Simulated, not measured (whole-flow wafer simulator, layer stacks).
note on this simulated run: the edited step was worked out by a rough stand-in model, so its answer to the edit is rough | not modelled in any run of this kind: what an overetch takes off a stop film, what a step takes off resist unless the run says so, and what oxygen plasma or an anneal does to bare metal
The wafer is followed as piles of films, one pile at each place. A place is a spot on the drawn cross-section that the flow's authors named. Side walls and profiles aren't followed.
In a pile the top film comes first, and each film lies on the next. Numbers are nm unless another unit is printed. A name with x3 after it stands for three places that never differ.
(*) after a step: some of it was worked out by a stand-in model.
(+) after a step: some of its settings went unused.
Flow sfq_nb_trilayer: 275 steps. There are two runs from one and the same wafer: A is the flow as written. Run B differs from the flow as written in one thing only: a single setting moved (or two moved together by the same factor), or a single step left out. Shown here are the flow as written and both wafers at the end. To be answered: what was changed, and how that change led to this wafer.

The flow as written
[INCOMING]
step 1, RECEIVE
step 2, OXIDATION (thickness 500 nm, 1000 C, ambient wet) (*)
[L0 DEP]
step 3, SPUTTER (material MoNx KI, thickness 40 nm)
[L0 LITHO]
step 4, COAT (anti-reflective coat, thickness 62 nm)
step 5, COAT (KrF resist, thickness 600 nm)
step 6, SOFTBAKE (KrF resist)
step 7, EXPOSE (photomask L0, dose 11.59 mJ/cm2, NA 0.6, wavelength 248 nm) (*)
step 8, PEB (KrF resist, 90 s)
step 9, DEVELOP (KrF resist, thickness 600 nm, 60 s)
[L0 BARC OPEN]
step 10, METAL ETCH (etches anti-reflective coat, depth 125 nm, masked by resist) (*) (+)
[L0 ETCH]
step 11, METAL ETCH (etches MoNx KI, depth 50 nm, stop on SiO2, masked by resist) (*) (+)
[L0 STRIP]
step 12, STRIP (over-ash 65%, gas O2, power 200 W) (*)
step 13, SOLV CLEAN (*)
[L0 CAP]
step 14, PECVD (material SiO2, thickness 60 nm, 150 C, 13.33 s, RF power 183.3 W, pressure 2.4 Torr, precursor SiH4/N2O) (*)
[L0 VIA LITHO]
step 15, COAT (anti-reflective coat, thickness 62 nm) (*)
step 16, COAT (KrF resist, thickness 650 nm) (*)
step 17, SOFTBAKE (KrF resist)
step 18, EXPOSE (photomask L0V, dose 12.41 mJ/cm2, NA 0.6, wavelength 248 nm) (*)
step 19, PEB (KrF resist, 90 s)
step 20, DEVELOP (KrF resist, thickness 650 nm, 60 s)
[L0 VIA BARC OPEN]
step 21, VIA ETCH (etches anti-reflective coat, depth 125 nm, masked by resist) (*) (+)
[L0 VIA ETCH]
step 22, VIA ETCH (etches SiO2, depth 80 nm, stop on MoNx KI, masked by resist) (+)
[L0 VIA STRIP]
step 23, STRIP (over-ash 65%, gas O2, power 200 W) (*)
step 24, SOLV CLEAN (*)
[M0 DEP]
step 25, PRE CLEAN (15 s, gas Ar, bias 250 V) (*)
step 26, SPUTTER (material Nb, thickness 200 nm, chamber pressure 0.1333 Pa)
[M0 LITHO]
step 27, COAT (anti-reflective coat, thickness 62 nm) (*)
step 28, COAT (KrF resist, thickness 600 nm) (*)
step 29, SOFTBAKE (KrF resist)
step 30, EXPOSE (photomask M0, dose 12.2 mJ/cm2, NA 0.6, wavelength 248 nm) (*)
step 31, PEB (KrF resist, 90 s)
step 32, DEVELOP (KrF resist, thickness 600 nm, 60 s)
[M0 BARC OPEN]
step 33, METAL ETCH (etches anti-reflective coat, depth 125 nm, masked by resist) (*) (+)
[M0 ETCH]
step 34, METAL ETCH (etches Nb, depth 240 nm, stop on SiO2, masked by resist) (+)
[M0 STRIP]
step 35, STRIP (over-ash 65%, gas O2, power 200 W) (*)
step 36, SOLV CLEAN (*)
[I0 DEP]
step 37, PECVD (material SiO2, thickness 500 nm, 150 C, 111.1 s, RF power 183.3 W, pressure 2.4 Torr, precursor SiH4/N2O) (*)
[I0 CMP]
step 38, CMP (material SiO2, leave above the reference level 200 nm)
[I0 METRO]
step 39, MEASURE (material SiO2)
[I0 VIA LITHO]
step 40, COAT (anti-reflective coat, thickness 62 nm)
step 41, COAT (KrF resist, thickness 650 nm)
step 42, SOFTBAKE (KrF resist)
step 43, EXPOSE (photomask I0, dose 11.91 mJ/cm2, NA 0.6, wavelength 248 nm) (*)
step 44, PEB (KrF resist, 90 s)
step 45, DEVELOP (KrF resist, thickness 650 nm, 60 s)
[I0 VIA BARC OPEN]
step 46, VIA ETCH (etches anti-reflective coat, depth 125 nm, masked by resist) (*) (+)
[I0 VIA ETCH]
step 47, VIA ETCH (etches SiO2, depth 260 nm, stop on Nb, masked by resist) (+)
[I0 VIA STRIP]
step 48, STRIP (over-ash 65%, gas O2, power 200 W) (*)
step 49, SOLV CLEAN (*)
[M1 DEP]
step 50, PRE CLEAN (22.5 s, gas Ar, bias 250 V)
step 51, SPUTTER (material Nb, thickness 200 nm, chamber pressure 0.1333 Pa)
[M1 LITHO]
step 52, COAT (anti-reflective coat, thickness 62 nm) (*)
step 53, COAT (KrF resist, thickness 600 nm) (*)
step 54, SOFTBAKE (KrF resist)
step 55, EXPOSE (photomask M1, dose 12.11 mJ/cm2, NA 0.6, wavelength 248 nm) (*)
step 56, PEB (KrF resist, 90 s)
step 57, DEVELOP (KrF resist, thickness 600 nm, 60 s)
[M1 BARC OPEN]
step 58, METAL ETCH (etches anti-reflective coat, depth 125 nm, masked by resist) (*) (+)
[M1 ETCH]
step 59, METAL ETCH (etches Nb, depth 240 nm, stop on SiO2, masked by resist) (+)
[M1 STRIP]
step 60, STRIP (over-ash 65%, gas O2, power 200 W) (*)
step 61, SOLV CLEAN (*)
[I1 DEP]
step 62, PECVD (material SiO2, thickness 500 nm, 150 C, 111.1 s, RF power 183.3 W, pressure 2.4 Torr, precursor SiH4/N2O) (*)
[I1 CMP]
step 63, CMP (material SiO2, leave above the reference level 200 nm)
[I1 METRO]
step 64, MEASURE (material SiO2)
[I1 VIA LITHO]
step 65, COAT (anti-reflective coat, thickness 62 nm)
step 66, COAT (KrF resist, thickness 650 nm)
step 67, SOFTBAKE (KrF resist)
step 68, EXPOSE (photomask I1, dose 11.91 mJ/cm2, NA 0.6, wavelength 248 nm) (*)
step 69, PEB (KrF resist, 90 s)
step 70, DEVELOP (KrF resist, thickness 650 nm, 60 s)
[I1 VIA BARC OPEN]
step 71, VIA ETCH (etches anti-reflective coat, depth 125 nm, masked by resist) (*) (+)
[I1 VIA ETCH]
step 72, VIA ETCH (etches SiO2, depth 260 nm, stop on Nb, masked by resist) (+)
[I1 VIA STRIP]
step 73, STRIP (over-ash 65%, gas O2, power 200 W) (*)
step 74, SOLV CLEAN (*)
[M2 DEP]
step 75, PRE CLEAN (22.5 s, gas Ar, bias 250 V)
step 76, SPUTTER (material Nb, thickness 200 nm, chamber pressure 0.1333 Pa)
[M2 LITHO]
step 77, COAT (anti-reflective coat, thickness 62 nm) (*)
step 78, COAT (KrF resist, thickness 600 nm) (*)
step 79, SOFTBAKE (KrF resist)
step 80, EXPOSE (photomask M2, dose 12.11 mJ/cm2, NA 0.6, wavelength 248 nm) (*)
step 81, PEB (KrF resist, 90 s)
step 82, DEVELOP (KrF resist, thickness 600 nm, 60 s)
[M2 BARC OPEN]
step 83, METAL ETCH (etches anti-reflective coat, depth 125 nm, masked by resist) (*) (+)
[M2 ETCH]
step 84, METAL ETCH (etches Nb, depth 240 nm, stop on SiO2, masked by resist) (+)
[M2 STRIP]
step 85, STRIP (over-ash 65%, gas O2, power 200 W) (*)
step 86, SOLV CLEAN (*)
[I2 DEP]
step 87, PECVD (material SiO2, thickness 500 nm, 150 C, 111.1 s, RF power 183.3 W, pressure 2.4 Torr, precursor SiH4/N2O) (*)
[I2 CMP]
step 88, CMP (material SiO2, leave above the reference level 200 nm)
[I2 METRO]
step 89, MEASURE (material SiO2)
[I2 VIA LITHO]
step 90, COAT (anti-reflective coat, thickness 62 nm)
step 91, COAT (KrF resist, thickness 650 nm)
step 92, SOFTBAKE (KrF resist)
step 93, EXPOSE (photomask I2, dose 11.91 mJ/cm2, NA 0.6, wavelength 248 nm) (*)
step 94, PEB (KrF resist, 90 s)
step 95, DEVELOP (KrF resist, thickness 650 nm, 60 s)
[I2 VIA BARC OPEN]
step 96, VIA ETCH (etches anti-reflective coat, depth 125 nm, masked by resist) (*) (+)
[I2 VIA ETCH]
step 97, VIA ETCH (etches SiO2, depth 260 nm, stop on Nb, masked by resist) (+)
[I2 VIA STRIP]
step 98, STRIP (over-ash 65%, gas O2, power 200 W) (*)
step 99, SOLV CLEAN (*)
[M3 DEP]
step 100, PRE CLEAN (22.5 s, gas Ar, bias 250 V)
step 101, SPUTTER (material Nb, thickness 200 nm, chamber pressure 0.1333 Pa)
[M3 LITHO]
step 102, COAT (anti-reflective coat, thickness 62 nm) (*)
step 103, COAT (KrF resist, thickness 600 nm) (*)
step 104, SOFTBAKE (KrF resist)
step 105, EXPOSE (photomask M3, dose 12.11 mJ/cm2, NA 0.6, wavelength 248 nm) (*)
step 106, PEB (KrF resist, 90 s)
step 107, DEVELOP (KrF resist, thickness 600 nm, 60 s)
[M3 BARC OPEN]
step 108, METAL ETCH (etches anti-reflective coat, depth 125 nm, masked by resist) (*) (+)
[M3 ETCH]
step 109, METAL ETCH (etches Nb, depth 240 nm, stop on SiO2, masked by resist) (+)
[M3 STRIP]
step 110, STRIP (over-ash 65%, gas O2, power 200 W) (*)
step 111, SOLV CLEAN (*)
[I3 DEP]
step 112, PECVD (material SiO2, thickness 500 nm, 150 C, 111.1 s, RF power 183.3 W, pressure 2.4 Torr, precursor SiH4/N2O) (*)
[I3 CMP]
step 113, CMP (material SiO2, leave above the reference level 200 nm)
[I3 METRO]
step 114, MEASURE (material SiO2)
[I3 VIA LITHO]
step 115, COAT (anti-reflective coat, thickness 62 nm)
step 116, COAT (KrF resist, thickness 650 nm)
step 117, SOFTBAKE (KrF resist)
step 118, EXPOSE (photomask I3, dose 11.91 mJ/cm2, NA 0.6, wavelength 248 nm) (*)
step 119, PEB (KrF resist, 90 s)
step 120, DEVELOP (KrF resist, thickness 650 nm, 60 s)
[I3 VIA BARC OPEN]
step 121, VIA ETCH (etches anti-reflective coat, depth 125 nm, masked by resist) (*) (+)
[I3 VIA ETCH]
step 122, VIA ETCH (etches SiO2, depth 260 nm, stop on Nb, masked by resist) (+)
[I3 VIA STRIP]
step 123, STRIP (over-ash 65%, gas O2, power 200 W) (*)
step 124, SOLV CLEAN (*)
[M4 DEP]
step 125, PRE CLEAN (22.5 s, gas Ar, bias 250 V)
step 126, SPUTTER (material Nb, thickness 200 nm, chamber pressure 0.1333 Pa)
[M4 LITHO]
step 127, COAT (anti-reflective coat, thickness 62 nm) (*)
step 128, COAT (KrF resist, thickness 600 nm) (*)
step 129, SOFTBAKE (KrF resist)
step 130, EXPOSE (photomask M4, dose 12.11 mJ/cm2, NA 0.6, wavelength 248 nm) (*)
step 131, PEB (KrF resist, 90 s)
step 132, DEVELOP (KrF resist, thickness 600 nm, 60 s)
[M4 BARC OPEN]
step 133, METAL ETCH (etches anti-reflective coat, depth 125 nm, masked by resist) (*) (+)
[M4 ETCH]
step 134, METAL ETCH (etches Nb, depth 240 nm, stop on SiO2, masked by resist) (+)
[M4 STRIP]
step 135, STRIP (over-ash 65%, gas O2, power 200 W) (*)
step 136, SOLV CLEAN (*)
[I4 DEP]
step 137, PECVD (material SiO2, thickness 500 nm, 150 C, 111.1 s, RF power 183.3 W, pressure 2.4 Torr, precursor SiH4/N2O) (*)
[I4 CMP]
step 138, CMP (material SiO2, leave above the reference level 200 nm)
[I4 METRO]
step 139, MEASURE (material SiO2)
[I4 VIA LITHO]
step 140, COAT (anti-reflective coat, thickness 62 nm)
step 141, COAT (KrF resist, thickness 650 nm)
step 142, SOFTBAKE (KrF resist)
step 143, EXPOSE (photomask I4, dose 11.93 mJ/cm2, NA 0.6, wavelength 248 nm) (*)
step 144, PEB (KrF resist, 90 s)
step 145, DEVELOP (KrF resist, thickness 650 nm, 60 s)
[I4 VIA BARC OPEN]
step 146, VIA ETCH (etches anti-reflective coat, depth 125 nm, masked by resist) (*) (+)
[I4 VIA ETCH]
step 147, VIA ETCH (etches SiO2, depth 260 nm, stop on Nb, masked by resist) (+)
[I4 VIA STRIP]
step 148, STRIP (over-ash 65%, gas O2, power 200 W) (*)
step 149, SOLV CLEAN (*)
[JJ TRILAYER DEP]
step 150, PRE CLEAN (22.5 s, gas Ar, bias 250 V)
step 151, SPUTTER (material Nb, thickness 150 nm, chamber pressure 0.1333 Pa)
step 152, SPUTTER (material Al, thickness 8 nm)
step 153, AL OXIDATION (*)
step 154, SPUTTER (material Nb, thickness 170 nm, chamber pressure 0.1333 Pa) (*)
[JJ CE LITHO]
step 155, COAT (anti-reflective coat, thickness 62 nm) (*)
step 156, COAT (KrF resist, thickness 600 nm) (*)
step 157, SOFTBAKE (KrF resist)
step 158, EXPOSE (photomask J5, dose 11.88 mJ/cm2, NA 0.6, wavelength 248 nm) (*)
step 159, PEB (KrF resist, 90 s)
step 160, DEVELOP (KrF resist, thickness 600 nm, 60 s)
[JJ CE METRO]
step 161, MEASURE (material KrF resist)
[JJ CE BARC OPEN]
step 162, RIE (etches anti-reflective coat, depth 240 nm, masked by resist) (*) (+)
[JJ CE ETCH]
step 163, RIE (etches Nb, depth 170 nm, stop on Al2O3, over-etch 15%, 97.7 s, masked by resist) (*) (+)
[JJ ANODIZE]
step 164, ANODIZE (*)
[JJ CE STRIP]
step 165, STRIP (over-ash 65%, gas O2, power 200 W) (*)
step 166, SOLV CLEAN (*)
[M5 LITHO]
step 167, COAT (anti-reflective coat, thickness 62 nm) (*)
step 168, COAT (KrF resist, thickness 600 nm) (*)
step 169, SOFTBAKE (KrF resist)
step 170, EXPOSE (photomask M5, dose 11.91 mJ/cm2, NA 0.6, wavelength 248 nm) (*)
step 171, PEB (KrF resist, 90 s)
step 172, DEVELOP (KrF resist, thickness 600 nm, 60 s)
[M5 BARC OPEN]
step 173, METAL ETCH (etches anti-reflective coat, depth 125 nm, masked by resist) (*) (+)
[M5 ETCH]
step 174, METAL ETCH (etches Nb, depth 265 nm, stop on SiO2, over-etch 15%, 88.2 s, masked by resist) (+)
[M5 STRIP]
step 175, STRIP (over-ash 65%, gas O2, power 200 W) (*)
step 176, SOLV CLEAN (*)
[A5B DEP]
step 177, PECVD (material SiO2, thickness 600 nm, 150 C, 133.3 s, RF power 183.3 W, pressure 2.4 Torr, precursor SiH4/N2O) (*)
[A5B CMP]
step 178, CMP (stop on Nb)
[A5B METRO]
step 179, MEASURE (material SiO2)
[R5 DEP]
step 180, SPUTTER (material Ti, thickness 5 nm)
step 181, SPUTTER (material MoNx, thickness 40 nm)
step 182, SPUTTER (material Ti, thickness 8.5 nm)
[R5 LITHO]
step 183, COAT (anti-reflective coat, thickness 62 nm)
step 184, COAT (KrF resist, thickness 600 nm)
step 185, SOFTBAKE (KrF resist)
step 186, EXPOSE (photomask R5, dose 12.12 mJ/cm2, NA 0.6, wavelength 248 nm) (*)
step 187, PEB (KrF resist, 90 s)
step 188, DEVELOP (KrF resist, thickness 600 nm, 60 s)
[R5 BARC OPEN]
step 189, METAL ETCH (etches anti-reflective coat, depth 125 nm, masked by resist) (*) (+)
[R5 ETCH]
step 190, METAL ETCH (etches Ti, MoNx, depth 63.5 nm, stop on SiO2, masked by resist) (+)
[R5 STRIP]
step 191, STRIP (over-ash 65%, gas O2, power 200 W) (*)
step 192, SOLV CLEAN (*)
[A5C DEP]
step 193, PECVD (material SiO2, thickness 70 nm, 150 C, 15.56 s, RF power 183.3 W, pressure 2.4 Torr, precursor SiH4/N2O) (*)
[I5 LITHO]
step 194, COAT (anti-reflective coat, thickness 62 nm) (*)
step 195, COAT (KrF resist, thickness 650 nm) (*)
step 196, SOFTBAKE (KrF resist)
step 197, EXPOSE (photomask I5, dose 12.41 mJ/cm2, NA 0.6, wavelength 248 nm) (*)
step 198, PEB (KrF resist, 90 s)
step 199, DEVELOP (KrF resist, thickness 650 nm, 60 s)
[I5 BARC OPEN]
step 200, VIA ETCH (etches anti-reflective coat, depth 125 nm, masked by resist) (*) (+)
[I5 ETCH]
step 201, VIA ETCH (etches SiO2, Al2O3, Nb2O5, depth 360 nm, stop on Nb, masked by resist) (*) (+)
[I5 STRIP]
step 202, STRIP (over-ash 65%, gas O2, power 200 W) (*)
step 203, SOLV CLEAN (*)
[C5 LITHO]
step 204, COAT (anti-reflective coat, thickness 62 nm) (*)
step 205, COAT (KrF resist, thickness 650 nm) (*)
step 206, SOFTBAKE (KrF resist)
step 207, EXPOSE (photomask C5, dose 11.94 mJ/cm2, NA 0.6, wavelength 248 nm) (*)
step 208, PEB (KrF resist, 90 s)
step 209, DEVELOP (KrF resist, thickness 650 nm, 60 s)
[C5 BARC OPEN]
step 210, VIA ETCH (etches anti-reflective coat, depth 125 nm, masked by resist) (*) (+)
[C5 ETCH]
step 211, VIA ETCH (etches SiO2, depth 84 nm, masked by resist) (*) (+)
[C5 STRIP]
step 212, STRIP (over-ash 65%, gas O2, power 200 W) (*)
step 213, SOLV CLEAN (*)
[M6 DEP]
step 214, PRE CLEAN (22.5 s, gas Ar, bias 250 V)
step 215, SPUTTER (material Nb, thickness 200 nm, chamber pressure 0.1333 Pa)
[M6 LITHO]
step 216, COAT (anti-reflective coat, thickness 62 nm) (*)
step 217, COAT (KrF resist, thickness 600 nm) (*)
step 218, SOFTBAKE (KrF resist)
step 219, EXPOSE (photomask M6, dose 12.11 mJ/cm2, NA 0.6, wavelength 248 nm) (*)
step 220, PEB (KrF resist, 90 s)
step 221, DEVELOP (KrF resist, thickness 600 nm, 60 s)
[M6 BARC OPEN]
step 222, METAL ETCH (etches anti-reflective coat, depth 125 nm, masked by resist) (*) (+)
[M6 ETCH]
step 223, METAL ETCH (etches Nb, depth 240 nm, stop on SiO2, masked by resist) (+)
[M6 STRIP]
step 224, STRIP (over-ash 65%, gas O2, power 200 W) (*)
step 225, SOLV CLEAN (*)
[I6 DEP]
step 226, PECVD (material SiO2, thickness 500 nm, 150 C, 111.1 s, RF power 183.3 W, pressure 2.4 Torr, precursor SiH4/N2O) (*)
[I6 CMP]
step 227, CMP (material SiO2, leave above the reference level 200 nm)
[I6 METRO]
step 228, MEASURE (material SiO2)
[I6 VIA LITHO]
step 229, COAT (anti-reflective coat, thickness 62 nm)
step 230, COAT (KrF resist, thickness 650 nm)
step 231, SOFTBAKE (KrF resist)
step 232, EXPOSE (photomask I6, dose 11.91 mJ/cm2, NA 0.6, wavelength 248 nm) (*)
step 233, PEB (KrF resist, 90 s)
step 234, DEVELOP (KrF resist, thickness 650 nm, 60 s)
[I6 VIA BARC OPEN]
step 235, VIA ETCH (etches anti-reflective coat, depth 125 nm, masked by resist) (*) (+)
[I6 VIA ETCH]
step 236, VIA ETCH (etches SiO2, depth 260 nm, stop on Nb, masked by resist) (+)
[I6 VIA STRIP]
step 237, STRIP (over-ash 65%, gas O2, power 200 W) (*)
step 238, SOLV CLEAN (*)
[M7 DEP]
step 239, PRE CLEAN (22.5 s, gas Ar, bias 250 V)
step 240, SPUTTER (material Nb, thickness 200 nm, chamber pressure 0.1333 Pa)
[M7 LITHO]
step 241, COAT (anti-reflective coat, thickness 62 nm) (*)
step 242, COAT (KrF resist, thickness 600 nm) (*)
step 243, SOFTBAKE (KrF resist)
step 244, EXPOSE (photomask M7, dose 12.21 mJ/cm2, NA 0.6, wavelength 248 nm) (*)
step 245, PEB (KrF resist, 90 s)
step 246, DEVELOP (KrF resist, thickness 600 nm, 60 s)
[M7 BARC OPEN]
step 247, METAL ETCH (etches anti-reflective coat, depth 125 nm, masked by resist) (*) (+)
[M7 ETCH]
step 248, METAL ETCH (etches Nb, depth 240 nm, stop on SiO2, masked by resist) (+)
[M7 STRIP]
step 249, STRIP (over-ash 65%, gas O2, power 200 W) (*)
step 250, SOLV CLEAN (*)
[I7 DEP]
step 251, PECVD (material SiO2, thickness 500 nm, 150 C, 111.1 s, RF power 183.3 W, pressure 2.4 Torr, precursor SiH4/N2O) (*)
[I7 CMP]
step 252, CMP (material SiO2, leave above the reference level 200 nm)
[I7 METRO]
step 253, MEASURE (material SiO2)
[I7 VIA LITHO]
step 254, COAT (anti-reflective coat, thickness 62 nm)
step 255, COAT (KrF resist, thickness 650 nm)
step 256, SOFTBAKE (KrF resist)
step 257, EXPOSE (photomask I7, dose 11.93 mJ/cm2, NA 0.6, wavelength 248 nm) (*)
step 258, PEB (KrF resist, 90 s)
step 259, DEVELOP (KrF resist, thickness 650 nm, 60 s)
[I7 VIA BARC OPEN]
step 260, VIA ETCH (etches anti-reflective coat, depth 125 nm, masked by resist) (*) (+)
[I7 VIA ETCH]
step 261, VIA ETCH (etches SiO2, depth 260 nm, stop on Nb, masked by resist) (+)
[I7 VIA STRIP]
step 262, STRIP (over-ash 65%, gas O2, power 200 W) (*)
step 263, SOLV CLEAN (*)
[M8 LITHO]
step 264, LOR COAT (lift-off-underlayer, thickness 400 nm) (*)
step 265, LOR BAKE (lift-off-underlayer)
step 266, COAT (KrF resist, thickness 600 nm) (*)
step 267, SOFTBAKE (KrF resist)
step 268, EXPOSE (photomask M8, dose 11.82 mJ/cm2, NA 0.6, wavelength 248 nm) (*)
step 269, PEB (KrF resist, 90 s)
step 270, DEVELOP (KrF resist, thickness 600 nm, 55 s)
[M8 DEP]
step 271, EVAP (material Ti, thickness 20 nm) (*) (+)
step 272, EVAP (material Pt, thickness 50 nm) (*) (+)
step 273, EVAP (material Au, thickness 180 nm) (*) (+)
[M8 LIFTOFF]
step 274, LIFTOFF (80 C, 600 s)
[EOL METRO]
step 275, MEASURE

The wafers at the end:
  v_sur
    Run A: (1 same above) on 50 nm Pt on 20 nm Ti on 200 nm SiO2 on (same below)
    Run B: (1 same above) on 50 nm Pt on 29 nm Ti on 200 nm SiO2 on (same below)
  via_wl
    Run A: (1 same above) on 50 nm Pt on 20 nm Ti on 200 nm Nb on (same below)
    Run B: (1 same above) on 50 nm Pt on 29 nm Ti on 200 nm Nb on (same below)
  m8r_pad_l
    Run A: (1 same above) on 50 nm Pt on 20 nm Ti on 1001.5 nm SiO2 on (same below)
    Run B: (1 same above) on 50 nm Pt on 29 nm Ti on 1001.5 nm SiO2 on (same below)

What caused this: step 271, EVAP: thickness 29 nm was run, though the flow has thickness 20 nm.
One can read it off the wafer: v_sur has Ti 29, and step 271 as written asks for 20 nm.

Step by step, how the change led to this:
  step 271, EVAP (material Ti, thickness 20 nm) (*) (+)
      field_l, v_sur, via_wl and 103 more: A +20 Ti (new film) | B +29 Ti (new film)
  step 274, LIFTOFF (80 C, 600 s)
      p4_fl, p4_fm, p4_w1 and 71 more: A -180 Au (all of it), -50 Pt (all of it), -20 Ti (all of it), -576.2 KrF resist (all of it), -400 lift-off-underlayer (all of it) | B -180 Au (all of it), -50 Pt (all of it), -29 Ti (all of it), -576.2 KrF resist (all of it), -400 lift-off-underlayer (all of it)
      c5j, ce_r: A -180 Au (all of it), -50 Pt (all of it), -20 Ti (all of it), -573.3 KrF resist (all of it), -399.3 lift-off-underlayer (all of it) | B -180 Au (all of it), -50 Pt (all of it), -29 Ti (all of it), -573.3 KrF resist (all of it), -399.3 lift-off-underlayer (all of it)
      (and at 19 other places as well)
